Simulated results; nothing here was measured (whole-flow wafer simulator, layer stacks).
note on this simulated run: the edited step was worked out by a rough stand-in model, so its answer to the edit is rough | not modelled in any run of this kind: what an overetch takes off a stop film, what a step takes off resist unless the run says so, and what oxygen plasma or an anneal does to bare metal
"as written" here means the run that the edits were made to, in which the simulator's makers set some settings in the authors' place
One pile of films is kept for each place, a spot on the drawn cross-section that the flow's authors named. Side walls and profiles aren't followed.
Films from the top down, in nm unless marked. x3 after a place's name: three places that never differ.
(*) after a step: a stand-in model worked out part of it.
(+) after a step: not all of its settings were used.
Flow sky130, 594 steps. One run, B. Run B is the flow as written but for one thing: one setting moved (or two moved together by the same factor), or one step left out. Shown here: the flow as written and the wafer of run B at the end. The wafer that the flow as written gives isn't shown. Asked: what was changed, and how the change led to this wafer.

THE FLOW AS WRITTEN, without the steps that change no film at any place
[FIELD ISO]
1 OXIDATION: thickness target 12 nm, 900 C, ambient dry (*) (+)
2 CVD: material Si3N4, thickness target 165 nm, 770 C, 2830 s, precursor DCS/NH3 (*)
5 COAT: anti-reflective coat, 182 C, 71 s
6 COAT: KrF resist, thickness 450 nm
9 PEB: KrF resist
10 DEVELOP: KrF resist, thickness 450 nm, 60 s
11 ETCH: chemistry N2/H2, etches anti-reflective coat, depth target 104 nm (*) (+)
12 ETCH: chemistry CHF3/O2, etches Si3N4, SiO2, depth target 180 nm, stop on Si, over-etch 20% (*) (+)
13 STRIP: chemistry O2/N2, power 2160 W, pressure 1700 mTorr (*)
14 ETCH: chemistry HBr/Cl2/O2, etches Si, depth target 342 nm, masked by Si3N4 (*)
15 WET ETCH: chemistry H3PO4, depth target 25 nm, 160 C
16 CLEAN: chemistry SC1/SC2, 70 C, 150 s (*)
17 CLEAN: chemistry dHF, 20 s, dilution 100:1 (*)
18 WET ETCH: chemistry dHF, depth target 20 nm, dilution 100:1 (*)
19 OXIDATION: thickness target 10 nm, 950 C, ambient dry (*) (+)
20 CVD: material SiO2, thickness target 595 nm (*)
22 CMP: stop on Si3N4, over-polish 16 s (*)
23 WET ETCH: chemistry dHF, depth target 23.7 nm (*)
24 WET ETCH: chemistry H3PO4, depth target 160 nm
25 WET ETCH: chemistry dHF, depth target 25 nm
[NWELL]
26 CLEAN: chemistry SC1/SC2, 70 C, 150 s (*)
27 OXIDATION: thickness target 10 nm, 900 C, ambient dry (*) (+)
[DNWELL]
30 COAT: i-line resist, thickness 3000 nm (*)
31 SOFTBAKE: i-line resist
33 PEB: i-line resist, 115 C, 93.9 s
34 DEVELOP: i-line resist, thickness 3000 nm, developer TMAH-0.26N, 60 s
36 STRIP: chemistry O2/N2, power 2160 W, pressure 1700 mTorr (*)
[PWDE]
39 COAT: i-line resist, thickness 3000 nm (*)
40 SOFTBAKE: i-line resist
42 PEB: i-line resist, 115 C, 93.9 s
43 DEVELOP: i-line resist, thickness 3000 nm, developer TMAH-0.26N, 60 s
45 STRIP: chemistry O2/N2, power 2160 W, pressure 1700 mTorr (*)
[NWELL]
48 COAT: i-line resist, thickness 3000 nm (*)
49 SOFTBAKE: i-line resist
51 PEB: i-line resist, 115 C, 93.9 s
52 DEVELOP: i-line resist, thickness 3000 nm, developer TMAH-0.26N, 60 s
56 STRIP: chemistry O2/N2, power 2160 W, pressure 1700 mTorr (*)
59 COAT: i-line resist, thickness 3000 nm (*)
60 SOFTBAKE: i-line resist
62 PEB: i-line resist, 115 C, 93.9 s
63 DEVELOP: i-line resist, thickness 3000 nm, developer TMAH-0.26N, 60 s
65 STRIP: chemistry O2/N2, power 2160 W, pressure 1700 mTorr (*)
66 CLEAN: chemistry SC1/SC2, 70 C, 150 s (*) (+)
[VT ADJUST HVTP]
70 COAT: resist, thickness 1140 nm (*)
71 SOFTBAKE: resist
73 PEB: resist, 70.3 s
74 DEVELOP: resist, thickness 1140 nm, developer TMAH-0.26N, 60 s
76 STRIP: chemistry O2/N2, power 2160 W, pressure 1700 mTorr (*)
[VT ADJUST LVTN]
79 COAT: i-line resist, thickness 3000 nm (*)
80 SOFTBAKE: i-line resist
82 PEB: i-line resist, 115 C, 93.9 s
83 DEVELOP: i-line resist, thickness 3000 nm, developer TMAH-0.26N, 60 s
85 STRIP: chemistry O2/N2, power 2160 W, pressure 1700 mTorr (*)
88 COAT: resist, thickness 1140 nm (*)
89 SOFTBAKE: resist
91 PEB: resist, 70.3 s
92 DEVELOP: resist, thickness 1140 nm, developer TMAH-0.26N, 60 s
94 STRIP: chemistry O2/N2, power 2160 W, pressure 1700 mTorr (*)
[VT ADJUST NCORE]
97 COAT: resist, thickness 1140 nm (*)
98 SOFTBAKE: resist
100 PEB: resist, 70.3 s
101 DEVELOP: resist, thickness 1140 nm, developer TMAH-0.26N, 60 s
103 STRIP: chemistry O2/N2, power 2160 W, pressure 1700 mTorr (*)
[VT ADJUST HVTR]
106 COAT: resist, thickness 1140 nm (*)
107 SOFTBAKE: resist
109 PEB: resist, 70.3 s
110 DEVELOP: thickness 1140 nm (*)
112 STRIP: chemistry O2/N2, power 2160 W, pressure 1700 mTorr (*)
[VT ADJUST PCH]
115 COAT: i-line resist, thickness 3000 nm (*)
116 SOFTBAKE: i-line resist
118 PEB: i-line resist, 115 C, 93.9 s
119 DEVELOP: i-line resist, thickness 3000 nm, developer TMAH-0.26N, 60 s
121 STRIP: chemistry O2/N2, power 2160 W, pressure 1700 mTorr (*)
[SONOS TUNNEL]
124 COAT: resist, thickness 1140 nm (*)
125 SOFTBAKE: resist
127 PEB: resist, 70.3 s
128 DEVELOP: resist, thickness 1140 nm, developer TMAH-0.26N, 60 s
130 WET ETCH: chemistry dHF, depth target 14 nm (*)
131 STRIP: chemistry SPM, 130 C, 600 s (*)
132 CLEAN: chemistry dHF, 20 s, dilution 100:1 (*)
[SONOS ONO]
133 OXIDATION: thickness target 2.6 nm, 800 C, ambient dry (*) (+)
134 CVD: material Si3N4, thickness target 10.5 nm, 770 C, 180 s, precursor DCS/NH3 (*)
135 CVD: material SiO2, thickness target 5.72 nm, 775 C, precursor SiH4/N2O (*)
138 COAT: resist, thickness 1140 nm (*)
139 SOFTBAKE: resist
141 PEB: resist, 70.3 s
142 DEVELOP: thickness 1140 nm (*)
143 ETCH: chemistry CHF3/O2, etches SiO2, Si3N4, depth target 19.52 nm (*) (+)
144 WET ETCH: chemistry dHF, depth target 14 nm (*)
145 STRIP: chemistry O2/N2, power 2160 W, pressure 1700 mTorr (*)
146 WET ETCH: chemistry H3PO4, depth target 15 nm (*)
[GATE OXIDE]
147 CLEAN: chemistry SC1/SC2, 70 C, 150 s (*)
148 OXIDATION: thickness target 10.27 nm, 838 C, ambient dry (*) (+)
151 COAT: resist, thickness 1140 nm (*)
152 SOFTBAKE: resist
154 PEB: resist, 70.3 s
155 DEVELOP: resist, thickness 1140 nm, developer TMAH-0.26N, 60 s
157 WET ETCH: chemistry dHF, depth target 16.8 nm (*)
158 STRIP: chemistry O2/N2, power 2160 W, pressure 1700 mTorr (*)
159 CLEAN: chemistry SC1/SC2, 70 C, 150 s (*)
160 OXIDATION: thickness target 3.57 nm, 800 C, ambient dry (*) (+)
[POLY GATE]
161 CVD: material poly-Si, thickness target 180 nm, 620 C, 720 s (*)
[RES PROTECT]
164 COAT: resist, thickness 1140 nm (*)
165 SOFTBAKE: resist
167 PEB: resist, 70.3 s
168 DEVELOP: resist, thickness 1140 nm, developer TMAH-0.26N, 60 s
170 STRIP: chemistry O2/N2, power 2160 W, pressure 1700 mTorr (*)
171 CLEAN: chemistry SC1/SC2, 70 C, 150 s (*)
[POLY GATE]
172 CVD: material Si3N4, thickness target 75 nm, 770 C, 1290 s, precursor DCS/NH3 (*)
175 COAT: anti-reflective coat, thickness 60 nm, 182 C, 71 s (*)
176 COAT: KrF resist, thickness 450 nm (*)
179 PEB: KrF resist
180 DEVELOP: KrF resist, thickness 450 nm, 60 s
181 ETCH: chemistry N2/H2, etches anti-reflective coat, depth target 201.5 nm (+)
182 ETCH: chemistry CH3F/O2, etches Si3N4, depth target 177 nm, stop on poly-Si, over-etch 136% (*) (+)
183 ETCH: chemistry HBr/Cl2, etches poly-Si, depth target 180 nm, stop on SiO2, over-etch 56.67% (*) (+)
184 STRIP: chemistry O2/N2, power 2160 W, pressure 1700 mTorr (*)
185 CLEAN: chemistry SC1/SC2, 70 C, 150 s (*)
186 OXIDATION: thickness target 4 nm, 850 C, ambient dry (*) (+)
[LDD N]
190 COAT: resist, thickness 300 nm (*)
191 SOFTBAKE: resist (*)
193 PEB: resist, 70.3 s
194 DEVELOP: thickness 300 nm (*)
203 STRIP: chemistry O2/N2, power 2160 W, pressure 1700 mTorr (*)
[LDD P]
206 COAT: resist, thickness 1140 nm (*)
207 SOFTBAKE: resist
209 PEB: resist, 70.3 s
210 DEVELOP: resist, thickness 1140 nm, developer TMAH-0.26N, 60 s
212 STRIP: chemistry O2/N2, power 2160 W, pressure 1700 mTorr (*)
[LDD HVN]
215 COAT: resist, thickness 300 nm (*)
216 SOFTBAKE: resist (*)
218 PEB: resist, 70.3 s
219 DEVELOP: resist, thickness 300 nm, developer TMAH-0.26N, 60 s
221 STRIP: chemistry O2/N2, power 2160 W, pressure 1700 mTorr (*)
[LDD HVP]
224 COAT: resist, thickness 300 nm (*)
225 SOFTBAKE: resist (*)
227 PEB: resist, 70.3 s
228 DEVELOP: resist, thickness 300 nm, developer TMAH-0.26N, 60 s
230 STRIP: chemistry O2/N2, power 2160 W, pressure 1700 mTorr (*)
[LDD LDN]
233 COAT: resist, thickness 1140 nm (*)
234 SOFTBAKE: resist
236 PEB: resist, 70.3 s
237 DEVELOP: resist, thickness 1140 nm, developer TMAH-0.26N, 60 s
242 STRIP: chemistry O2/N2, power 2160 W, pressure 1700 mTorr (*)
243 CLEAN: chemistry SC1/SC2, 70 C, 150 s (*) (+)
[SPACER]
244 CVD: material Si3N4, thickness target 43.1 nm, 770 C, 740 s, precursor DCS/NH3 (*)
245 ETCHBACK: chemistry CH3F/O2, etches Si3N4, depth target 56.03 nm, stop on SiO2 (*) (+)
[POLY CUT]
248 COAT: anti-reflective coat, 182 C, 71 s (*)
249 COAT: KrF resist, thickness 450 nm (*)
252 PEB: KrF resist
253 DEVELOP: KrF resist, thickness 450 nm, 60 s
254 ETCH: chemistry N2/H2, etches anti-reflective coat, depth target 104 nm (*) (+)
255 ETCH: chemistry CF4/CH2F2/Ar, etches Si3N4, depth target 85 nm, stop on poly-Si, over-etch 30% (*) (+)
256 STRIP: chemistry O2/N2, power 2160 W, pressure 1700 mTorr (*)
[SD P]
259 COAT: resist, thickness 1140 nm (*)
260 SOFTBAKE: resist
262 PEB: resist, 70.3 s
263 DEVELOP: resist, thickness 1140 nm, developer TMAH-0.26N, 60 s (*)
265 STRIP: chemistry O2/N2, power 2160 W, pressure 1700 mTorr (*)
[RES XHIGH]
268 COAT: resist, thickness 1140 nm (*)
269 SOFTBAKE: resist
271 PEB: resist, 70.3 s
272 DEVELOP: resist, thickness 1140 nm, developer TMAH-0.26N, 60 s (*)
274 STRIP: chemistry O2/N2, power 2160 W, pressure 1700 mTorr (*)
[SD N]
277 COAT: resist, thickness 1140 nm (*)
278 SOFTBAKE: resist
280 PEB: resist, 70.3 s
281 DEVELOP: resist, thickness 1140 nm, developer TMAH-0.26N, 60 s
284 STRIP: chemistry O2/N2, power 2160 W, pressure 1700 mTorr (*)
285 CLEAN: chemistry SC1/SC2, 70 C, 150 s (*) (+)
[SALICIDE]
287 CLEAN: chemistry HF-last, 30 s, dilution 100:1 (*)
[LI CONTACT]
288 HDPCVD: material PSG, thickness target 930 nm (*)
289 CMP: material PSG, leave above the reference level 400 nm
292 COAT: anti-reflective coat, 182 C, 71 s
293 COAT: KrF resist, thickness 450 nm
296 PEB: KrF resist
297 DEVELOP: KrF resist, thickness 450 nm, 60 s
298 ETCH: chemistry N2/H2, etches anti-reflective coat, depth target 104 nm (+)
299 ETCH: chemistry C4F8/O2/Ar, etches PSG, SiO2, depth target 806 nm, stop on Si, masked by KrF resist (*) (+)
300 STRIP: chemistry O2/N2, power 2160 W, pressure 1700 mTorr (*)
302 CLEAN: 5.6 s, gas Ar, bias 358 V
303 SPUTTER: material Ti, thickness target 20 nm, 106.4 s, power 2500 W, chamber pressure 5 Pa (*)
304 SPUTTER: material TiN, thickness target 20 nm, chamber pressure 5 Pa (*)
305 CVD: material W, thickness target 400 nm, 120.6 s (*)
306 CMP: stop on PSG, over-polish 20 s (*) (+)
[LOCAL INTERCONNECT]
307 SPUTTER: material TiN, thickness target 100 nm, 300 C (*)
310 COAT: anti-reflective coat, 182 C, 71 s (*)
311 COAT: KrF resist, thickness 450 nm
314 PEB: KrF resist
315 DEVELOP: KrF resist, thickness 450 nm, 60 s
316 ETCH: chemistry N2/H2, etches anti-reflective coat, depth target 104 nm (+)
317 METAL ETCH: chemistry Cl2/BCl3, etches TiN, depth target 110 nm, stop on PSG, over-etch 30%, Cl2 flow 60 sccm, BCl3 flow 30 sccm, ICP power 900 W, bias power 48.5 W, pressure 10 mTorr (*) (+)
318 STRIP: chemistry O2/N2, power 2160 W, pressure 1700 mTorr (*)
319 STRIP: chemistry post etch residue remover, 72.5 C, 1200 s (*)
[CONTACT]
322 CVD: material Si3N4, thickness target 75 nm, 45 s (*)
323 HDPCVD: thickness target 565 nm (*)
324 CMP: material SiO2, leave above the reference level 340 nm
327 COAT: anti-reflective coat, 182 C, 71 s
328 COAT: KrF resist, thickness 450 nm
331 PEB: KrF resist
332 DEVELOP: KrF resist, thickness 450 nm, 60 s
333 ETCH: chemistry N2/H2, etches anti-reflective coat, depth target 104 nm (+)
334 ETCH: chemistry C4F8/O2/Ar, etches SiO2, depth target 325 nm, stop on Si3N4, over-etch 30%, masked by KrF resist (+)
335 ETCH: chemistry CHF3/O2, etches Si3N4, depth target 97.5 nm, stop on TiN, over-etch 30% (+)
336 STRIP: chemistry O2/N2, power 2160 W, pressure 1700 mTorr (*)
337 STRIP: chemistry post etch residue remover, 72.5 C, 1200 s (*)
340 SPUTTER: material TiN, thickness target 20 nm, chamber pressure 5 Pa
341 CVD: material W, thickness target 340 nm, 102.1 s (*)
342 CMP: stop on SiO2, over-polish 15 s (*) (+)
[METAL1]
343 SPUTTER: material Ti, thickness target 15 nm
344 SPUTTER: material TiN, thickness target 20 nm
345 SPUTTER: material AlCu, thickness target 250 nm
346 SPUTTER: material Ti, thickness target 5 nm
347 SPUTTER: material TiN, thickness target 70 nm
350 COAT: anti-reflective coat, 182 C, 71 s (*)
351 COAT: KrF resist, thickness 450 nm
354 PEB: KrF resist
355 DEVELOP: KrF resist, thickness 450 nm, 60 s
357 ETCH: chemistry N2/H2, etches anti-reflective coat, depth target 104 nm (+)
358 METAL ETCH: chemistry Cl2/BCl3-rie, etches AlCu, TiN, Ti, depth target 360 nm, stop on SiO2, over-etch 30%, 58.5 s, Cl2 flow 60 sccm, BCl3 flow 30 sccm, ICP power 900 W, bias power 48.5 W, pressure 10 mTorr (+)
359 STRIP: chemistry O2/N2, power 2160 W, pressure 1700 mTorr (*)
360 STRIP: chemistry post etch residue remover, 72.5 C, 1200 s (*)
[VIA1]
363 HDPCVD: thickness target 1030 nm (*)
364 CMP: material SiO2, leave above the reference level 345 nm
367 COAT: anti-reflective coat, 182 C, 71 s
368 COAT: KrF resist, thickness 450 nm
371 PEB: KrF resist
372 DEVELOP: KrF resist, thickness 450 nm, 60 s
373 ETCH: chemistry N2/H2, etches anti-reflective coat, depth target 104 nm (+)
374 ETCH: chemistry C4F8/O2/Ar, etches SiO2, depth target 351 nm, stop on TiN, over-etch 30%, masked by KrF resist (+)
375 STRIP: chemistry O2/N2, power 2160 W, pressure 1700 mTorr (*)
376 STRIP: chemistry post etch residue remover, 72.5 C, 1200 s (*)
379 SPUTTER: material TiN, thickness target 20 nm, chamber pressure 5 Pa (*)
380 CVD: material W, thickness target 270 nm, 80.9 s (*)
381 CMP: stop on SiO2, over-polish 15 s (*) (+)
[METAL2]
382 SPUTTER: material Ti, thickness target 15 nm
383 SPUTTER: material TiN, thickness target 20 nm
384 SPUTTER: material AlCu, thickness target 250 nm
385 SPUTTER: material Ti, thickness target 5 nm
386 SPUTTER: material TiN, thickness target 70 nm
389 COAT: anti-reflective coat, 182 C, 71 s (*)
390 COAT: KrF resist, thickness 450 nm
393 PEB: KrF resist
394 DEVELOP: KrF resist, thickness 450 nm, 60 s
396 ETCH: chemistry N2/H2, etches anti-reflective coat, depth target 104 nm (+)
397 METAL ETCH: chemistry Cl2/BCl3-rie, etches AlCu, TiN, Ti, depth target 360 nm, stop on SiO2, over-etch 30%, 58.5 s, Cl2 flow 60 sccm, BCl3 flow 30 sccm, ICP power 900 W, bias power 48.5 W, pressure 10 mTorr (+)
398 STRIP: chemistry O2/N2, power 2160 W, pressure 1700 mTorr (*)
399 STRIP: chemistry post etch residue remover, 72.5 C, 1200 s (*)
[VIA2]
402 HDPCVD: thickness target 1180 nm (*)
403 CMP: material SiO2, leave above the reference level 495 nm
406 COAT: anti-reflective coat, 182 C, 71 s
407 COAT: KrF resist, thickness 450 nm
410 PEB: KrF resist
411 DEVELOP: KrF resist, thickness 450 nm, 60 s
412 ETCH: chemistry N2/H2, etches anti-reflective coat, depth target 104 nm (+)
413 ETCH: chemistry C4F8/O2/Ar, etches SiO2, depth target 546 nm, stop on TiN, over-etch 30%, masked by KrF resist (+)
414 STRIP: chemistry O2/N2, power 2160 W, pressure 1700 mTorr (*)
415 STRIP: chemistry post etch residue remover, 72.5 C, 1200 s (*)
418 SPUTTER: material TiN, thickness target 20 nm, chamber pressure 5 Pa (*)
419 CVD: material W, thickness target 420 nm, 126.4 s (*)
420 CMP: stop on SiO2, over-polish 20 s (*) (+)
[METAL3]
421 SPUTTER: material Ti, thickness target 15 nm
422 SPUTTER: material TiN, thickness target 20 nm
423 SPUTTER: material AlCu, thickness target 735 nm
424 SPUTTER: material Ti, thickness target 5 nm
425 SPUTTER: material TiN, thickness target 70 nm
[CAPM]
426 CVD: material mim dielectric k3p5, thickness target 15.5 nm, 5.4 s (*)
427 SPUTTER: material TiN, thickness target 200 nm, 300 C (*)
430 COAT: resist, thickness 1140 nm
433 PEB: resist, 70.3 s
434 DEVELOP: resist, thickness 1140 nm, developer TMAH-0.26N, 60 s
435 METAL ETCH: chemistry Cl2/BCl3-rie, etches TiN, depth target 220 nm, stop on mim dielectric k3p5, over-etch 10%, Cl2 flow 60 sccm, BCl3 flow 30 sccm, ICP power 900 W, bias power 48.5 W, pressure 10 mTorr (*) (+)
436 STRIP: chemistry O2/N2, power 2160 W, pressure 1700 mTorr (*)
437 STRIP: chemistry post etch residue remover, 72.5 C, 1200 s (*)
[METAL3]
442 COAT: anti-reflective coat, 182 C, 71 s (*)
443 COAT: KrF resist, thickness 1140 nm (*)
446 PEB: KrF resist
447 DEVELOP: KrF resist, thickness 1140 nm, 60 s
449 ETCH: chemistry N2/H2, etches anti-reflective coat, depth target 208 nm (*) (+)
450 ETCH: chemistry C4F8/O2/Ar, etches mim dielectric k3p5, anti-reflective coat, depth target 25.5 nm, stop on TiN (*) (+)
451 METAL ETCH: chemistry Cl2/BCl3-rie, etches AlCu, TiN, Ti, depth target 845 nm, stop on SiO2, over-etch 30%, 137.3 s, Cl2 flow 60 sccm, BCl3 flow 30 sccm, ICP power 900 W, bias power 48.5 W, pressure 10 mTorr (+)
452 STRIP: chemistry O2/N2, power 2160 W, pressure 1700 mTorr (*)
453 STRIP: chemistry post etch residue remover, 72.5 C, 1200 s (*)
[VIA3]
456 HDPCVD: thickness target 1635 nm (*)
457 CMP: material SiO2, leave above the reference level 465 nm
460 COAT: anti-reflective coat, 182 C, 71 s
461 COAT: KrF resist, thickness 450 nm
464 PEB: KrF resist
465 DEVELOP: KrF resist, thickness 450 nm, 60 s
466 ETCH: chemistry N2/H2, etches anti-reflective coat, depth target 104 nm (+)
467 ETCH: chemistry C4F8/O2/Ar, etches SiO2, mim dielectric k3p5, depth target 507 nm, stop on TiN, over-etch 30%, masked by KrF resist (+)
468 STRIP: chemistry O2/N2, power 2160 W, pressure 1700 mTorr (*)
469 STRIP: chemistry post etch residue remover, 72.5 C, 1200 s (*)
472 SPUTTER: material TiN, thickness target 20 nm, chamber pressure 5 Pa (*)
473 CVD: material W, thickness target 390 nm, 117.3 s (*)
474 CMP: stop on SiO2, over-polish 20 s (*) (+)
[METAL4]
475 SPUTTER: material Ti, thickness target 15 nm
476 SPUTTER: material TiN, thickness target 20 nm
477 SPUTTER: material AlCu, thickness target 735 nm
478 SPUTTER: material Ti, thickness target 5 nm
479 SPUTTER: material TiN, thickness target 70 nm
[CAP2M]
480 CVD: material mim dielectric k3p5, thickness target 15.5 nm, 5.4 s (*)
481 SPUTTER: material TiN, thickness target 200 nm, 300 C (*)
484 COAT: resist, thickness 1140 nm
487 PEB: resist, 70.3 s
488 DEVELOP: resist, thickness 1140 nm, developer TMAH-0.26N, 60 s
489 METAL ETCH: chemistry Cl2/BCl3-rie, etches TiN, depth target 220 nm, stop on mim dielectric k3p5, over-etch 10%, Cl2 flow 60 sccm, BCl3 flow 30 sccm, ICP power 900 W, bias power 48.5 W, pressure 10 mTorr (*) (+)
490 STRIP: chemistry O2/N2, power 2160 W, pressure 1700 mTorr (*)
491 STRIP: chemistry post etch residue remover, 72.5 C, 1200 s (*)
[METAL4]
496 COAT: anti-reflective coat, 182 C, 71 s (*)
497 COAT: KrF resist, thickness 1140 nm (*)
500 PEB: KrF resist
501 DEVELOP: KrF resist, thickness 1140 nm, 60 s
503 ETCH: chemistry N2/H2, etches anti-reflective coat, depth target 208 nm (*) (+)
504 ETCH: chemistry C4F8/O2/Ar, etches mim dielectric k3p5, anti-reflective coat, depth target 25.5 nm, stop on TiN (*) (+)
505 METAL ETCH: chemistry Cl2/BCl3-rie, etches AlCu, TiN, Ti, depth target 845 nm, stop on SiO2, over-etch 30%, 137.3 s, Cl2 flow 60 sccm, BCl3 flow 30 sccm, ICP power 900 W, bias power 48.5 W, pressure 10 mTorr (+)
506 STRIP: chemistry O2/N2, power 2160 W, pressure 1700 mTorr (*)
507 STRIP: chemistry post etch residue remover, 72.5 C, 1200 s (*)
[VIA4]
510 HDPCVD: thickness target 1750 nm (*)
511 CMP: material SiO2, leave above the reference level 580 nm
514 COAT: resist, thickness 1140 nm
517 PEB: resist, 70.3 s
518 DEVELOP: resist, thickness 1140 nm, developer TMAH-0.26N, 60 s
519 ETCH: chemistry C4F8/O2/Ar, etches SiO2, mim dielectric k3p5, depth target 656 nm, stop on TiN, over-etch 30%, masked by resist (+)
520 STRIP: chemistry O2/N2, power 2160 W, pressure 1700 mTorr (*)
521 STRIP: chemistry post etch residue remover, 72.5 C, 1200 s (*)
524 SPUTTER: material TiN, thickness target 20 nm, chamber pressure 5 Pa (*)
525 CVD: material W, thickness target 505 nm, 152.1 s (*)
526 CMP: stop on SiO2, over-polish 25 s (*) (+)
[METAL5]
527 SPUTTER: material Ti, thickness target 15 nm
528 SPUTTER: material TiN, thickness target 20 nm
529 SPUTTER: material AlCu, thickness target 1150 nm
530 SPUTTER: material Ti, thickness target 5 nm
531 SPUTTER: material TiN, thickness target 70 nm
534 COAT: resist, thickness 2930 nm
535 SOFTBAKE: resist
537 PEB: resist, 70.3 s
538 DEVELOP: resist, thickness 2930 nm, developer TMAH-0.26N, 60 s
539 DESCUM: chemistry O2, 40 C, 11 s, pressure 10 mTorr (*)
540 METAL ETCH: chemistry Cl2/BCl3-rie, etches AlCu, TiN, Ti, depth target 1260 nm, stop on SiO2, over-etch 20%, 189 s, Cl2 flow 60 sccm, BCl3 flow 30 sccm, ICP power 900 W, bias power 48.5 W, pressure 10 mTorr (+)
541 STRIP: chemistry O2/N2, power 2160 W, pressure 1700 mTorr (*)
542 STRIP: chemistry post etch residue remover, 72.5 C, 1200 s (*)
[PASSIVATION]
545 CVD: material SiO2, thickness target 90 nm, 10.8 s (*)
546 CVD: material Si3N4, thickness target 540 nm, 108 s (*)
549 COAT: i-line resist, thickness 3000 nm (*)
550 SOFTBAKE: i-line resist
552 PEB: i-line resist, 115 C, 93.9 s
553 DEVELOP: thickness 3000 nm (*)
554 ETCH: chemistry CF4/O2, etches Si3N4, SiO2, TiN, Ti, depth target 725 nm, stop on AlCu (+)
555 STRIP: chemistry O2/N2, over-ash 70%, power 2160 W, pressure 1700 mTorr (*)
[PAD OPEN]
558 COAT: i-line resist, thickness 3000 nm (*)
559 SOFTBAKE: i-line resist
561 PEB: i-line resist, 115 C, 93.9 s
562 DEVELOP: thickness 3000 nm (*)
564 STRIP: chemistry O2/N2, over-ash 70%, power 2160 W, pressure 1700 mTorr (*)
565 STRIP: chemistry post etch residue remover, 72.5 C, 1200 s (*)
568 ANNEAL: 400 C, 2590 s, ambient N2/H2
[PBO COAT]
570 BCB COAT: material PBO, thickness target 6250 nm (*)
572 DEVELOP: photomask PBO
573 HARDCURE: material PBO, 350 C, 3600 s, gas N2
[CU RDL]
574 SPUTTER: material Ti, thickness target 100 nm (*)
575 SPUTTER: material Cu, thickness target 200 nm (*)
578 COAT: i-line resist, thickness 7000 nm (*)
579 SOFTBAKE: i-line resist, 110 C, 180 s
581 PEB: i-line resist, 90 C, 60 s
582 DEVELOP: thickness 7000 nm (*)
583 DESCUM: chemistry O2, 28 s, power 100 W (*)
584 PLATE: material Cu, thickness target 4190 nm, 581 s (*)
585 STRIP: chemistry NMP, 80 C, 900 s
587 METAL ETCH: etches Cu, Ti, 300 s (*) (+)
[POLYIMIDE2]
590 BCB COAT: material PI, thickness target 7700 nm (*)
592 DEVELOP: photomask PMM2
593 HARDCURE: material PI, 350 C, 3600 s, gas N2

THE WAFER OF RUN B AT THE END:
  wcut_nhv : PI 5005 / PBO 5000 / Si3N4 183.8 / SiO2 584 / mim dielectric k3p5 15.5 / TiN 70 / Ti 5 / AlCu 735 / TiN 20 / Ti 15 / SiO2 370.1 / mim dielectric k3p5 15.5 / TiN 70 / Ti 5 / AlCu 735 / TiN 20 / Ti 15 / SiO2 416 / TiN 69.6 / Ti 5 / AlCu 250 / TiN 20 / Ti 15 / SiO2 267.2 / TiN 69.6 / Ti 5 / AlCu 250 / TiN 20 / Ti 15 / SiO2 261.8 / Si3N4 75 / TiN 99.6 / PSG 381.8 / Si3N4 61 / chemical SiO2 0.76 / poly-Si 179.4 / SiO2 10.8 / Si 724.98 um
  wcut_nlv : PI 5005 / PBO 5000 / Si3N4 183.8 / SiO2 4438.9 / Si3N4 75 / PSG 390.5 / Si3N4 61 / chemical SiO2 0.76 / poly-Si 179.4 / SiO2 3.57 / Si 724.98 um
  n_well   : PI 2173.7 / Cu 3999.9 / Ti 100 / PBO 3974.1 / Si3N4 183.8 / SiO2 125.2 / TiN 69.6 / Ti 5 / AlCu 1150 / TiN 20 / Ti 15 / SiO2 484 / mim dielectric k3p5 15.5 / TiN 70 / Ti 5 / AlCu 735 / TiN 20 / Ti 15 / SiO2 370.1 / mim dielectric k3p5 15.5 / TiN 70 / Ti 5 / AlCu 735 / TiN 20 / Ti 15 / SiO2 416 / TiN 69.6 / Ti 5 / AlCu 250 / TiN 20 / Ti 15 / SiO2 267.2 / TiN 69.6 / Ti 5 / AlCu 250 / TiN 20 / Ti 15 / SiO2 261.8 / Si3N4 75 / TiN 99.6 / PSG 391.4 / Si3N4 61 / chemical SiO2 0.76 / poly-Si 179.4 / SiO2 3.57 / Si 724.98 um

The cause: step 546, CVD: thickness target 626 nm was run, where the flow has thickness target 540 nm; step 546, CVD: 125 s was run, where the flow has 108 s.

How the change led to this, step by step:
  546 CVD: material Si3N4, thickness target 540 nm, 108 s (*)
      field, active, n_well and 190 more: Si3N4 +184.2 (new film) (as written it would be: Si3N4 +159.1 (new film))
  550 SOFTBAKE: i-line resist
      active: i-line resist +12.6 (as written it would be: i-line resist +12)
      spacer: i-line resist -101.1 (as written it would be: i-line resist -97.5)
      (and at 45 more places)
  554 ETCH: chemistry CF4/O2, etches Si3N4, SiO2, TiN, Ti, depth target 725 nm, stop on AlCu (+)
      field, active, n_well and 189 more: i-line resist -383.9 (as written it would be: i-line resist -358.9)
      pad: Si3N4 -184.2 (all of it), SiO2 -125.2 (all of it), TiN -69.6 (all of it), Ti -5 (all of it) (as written it would be: Si3N4 -159.1 (all of it), SiO2 -125.2 (all of it), TiN -69.6 (all of it), Ti -5 (all of it))
  559 SOFTBAKE: i-line resist
      field: i-line resist +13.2 (as written it would be: i-line resist +12.5)
      active: i-line resist +12.6 (as written it would be: i-line resist +12)
      (and at 50 more places)
  578 COAT: i-line resist, thickness 7000 nm (*)
      pad: i-line resist +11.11 um (new film) (as written it would be: i-line resist +11.08 um (new film))
  582 DEVELOP: thickness 7000 nm (*)
      pad: i-line resist -11.11 um (all of it) (as written it would be: i-line resist -11.08 um (all of it))
